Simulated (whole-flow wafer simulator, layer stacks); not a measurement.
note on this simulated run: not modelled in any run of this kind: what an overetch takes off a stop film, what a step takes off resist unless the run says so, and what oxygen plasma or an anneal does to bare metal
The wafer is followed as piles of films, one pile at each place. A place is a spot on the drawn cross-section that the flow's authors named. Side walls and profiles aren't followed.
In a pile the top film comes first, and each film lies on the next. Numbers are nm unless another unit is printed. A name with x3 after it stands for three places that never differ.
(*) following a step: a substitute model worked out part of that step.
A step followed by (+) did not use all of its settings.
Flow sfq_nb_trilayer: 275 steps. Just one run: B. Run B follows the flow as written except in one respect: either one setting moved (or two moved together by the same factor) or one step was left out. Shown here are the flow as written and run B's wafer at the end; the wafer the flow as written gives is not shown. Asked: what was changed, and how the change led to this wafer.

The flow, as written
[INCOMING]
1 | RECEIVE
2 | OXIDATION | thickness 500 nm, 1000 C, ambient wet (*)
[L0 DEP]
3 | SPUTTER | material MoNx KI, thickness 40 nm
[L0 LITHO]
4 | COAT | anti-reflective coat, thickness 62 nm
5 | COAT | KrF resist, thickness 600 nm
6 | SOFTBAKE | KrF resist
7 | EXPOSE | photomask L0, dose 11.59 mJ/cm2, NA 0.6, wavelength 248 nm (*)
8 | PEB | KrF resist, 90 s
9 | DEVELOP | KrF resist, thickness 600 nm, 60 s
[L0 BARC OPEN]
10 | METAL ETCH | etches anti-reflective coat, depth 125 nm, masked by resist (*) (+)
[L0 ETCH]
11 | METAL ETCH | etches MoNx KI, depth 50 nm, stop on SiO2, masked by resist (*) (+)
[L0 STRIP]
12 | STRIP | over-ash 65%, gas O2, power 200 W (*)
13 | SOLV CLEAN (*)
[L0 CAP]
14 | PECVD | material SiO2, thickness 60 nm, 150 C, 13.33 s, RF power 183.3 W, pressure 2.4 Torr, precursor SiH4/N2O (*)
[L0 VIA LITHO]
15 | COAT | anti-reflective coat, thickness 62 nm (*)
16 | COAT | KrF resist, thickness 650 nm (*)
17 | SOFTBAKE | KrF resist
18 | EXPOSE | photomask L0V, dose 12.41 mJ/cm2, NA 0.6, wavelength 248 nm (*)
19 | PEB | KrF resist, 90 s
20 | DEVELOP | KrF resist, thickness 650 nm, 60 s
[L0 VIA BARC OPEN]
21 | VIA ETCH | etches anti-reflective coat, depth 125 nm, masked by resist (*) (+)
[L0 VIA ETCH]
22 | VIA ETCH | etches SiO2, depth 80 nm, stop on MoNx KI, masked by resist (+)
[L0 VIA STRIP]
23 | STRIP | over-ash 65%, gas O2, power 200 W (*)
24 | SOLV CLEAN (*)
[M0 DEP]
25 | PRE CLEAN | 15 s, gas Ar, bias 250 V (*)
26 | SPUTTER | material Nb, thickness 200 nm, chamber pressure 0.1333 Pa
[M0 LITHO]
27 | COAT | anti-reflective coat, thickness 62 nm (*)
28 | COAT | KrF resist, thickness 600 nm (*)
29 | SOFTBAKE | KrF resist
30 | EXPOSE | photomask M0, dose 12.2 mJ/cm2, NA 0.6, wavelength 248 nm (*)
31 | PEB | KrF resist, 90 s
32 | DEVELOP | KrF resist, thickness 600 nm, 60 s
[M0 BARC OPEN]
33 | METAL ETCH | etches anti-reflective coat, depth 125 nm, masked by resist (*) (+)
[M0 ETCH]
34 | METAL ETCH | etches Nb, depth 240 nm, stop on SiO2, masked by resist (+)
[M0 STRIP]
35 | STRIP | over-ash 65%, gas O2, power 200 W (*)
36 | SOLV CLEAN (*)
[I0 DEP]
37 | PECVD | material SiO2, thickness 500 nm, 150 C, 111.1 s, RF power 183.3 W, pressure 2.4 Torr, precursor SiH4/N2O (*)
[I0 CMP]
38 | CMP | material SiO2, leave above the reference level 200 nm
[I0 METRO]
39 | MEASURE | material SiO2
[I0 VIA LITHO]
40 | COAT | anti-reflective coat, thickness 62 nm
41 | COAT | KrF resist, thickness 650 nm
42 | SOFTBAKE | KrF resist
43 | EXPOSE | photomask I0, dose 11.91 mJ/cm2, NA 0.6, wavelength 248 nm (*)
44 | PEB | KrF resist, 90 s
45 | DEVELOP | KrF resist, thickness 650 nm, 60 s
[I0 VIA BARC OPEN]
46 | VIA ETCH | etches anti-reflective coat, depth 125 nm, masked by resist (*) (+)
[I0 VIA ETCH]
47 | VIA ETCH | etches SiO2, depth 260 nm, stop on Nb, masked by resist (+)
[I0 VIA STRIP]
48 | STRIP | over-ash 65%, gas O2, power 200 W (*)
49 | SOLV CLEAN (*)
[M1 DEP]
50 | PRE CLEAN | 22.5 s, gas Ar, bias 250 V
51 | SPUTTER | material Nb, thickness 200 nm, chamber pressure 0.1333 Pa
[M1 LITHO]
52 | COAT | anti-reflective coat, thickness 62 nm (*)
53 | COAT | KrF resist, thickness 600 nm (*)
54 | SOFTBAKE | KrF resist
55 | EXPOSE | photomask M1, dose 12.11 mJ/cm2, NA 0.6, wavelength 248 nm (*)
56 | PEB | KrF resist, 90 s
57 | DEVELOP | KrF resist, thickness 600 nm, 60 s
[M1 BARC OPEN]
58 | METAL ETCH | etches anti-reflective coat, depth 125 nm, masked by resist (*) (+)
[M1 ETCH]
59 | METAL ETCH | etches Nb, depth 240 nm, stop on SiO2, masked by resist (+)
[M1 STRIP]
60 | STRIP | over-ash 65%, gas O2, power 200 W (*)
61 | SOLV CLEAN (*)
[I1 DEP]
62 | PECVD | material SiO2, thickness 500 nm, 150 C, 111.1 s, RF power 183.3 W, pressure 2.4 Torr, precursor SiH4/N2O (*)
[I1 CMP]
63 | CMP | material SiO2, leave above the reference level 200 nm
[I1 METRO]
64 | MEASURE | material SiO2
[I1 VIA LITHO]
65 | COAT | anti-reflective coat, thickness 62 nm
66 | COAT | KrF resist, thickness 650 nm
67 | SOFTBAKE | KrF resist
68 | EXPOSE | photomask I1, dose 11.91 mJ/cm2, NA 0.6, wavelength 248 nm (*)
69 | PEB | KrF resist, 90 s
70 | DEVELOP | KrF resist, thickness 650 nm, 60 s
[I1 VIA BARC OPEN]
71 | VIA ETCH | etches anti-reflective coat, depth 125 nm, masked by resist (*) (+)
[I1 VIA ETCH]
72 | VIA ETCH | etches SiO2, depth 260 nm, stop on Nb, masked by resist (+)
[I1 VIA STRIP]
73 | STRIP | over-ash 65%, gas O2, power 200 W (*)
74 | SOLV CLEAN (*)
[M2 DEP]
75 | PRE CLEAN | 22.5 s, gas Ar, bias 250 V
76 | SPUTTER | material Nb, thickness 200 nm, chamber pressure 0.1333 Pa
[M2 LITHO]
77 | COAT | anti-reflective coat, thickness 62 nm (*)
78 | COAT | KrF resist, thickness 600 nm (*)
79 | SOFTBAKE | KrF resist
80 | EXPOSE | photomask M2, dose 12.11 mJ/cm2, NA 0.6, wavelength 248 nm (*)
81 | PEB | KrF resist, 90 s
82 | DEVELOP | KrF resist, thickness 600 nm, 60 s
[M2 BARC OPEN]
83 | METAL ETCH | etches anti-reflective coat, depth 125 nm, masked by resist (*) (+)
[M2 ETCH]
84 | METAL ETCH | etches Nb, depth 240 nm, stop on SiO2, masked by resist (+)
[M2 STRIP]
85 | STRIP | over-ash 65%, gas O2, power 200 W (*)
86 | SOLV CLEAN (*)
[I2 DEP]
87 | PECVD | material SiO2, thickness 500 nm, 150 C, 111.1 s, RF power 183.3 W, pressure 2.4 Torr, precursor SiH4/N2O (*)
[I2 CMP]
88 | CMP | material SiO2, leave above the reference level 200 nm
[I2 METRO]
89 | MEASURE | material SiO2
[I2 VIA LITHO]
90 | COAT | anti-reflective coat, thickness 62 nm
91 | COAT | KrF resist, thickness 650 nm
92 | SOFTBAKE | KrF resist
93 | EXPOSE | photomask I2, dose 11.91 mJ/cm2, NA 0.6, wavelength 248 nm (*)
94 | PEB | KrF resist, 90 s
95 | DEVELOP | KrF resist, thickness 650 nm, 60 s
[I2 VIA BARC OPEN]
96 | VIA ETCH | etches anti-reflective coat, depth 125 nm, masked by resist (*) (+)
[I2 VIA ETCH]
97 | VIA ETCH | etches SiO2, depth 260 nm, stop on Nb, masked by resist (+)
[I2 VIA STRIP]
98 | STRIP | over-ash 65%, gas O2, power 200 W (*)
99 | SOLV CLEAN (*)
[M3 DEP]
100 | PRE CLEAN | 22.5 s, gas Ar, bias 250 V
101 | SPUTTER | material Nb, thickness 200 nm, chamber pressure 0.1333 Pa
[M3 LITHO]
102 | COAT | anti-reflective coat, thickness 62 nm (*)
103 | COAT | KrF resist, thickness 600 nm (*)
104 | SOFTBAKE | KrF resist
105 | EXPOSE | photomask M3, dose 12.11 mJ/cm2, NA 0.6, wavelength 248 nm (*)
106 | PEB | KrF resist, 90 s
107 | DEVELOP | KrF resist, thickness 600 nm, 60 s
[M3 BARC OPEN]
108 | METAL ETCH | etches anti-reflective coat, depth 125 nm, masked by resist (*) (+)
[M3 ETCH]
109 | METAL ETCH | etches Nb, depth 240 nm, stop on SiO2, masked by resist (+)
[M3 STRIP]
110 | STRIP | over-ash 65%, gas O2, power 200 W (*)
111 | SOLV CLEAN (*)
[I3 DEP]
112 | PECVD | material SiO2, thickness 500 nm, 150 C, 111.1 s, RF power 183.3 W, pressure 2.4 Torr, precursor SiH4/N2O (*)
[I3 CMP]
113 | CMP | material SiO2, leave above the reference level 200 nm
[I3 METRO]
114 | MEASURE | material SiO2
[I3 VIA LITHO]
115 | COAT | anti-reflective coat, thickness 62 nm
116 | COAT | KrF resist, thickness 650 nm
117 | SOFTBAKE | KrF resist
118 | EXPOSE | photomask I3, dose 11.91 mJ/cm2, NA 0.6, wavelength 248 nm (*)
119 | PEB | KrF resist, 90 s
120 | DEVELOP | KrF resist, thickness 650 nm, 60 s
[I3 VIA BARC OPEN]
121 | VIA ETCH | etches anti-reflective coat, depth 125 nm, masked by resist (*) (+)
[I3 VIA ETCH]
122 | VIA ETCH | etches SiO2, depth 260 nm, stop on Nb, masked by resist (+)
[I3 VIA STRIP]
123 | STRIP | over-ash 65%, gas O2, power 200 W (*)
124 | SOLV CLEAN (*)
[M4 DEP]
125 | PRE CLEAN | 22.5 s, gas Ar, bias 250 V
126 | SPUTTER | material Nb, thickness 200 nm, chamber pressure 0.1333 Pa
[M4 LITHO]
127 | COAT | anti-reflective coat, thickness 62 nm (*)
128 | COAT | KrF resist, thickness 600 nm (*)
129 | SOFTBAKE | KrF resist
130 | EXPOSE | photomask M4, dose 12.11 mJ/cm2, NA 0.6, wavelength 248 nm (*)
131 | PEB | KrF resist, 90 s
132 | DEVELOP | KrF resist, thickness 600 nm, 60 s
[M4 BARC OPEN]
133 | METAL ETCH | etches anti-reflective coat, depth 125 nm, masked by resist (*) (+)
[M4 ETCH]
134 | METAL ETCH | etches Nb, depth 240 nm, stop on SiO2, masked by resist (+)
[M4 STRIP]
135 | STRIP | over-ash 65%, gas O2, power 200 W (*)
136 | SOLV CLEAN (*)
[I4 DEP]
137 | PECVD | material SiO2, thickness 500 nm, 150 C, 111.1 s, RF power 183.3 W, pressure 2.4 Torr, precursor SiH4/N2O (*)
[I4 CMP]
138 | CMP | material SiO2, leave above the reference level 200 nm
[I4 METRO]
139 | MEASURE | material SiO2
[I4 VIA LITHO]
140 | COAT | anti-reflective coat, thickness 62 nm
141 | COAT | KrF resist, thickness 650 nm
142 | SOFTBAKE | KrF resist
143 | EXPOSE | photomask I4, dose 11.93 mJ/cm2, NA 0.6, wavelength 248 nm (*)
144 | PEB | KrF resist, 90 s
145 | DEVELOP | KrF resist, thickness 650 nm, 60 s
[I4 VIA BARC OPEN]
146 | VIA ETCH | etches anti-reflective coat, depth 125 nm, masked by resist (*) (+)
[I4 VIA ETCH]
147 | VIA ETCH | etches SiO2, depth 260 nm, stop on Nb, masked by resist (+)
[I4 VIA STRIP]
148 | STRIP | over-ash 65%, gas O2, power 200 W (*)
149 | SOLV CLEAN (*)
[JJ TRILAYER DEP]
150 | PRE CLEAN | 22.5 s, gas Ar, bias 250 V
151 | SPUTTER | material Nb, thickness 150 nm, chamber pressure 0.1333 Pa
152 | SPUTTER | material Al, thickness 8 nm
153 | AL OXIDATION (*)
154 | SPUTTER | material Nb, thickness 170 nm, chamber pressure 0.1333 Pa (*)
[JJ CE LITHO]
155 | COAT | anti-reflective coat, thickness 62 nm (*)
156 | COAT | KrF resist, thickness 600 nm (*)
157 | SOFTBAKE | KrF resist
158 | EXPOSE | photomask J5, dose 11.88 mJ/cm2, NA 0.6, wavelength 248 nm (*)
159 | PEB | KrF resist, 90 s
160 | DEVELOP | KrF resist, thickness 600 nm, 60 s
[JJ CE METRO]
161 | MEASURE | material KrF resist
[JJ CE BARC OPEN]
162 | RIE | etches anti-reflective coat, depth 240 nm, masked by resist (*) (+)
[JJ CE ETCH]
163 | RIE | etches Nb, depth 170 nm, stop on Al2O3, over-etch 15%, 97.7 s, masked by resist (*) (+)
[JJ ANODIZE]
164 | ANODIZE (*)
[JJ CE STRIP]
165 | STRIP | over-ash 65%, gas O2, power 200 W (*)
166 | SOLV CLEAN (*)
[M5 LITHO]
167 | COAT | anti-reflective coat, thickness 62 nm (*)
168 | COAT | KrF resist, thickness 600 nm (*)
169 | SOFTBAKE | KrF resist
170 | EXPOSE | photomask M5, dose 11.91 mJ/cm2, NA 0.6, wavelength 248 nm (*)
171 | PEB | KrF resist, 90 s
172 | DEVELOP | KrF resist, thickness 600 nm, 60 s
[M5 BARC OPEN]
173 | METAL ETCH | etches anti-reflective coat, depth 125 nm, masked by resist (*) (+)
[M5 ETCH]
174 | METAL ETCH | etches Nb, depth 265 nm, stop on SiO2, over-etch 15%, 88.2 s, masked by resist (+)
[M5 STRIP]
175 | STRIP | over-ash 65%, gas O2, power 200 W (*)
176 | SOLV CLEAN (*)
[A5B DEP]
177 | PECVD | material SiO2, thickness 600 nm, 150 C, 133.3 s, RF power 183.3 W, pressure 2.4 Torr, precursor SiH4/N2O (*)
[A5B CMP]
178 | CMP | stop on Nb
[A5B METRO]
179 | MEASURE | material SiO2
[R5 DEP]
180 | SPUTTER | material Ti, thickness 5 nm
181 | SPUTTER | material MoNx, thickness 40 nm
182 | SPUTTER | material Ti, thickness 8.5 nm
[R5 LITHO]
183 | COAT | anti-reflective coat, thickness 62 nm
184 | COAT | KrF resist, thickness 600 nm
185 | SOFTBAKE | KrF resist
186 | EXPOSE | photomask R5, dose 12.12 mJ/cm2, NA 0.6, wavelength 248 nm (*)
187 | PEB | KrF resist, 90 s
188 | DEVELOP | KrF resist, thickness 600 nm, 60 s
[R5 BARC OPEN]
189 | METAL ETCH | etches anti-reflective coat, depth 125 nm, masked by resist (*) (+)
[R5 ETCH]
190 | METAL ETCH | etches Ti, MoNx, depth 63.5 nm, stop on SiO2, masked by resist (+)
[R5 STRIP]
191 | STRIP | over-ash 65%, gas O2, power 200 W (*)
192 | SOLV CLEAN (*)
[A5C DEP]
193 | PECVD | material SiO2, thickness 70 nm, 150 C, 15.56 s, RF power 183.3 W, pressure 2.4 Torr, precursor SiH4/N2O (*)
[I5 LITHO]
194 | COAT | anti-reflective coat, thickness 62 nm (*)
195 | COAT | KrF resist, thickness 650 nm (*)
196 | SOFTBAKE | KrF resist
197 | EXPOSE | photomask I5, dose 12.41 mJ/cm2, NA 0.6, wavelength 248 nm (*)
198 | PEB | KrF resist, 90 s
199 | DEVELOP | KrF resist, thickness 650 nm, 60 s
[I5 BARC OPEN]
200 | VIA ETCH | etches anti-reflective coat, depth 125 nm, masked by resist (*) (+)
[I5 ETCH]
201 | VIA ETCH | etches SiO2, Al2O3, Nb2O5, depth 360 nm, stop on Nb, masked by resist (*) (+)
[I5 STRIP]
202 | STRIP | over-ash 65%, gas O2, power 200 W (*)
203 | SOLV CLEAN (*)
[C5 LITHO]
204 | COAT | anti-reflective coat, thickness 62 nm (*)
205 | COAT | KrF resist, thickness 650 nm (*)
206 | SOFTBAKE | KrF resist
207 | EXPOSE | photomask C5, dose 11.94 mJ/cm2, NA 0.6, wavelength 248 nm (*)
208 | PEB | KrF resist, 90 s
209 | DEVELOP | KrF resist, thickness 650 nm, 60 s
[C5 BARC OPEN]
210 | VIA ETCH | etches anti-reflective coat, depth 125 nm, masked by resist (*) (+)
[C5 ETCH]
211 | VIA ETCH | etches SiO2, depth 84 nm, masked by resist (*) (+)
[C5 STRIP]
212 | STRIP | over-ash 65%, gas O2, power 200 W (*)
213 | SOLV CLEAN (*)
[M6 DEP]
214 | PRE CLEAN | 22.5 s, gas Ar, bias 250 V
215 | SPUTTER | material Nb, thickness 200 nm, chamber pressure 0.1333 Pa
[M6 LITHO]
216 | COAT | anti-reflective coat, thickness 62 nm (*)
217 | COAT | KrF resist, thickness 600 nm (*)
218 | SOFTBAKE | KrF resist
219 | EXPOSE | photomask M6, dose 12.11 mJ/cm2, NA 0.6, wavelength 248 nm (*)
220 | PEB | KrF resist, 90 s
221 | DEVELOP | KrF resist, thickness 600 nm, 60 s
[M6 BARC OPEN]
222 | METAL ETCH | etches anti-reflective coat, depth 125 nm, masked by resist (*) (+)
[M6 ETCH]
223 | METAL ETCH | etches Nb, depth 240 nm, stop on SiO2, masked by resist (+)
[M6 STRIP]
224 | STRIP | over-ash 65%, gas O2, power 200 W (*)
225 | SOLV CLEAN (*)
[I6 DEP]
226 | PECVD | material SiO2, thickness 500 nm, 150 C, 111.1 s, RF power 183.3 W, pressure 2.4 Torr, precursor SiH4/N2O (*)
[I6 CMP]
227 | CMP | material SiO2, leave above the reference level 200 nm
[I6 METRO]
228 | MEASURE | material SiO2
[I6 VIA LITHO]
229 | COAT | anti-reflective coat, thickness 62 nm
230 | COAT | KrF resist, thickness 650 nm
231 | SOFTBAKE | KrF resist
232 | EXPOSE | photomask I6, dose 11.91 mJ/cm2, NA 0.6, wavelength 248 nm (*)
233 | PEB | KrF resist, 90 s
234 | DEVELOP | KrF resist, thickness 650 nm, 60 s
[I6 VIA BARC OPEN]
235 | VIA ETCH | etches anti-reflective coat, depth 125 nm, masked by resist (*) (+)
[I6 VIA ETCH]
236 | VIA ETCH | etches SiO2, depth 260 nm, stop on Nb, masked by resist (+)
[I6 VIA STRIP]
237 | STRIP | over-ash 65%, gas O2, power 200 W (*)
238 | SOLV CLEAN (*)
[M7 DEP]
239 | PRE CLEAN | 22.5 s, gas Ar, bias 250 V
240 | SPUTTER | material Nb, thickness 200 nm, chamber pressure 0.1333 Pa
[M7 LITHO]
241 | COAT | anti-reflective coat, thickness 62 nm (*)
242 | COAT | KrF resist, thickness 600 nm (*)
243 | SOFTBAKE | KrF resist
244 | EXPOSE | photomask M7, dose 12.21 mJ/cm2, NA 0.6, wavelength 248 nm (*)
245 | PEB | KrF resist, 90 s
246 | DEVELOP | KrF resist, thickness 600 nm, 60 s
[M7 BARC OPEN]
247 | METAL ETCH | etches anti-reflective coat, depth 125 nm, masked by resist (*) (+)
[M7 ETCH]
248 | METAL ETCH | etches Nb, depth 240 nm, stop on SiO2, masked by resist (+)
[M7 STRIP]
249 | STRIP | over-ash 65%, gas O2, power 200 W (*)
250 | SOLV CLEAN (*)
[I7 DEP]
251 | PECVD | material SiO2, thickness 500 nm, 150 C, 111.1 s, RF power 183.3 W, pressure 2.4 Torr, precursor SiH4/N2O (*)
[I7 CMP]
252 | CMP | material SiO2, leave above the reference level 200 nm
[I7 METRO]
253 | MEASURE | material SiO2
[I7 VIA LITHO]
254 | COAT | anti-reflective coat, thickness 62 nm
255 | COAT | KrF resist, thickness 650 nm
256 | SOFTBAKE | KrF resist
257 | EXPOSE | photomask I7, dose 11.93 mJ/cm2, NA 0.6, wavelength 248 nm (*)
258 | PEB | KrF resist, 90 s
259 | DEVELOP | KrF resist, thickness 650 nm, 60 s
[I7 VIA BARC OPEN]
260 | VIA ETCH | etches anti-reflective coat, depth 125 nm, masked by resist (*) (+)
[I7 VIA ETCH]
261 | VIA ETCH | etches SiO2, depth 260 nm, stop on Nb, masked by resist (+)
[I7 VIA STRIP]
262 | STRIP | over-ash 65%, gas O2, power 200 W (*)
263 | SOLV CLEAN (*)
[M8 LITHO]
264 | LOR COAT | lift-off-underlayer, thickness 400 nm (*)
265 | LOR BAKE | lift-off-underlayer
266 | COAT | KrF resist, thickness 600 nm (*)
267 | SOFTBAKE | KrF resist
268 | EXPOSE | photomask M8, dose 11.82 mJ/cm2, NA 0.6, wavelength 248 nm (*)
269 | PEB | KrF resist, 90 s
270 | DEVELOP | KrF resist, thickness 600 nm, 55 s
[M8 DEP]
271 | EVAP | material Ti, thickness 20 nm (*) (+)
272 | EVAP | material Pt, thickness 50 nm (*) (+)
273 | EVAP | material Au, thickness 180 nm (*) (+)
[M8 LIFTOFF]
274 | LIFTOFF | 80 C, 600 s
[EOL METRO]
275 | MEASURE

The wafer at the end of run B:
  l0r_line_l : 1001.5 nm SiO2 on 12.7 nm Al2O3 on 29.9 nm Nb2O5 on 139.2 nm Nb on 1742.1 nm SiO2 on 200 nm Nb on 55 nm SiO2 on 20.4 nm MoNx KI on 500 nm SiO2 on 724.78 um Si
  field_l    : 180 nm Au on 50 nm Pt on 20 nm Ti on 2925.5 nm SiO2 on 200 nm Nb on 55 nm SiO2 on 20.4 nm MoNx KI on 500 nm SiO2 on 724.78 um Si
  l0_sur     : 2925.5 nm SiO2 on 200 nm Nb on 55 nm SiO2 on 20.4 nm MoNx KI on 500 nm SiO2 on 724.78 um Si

Cause: step 3, SPUTTER: thickness 20.4 nm was run, while the flow as written has thickness 40 nm.
The wafer lets one read it off: l0r_line_l has MoNx KI 20.4, and step 3 as written asks for 40 nm.

Step by step, how the change led to this:
  3 | SPUTTER | material MoNx KI, thickness 40 nm
      field_l, v_sur, via_wl and 103 more: MoNx KI gains 20.4 (new film) (in the flow as written it would be: MoNx KI gains 40 (new film))
  11 | METAL ETCH | etches MoNx KI, depth 50 nm, stop on SiO2, masked by resist (*) (+)
      v_sur, via_wl, via_w and 97 more: MoNx KI loses 20.4 (all of it) (in the flow as written it would be: MoNx KI loses 40 (all of it))
      field_l, l0_sur, l0v, l0r_line_l, l0r_line_c, l0r_line_r: KrF resist loses 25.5 (in the flow as written it would be: KrF resist loses 41.7)
  12 | STRIP | over-ash 65%, gas O2, power 200 W (*)
      field_l, l0_sur, l0v, l0r_line_l, l0r_line_c, l0r_line_r: KrF resist loses 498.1 (all of it), anti-reflective coat loses 62 (all of it) (in the flow as written it would be: KrF resist loses 481.9 (all of it), anti-reflective coat loses 62 (all of it))
  15 | COAT | anti-reflective coat, thickness 62 nm (*)
      l0r_line_c, l0r_line_r: anti-reflective coat gains 60.3 (new film) (in the flow as written it would be: anti-reflective coat gains 59 (new film))
      field_l: anti-reflective coat gains 59 (new film) (in the flow as written it would be: anti-reflective coat gains 56.7 (new film))
      (and at 4 other places as well)
  23 | STRIP | over-ash 65%, gas O2, power 200 W (*)
      l0r_line_c, l0r_line_r: KrF resist loses 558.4 (all of it), anti-reflective coat loses 60.3 (all of it) (in the flow as written it would be: KrF resist loses 557 (all of it), anti-reflective coat loses 59 (all of it))
      field_l: KrF resist loses 555.6 (all of it), anti-reflective coat loses 59 (all of it) (in the flow as written it would be: KrF resist loses 551.4 (all of it), anti-reflective coat loses 56.7 (all of it))
      (and at 4 other places as well)
  27 | COAT | anti-reflective coat, thickness 62 nm (*)
      l0r_line_l, l0r_line_c: anti-reflective coat gains 60.3 (new film) (in the flow as written it would be: anti-reflective coat gains 59 (new film))
      field_l: anti-reflective coat gains 59.2 (new film) (in the flow as written it would be: anti-reflective coat gains 56.9 (new film))
      (and at 5 other places as well)
  35 | STRIP | over-ash 65%, gas O2, power 200 W (*)
      l0r_line_l, l0r_line_c: KrF resist loses 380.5 (all of it), anti-reflective coat loses 60.3 (all of it) (in the flow as written it would be: KrF resist loses 378.6 (all of it), anti-reflective coat loses 59 (all of it))
      field_l: KrF resist loses 377.5 (all of it), anti-reflective coat loses 59.2 (all of it) (in the flow as written it would be: KrF resist loses 372.9 (all of it), anti-reflective coat loses 56.9 (all of it))
      (and at 5 other places as well)
  38 | CMP | material SiO2, leave above the reference level 200 nm
      field_l, l0_sur, l0r_line_l, l0r_line_c, l0r_line_r: SiO2 loses 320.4 (in the flow as written it would be: SiO2 loses 340)
      l0v: SiO2 loses 258.2 (in the flow as written it would be: SiO2 loses 277.8)
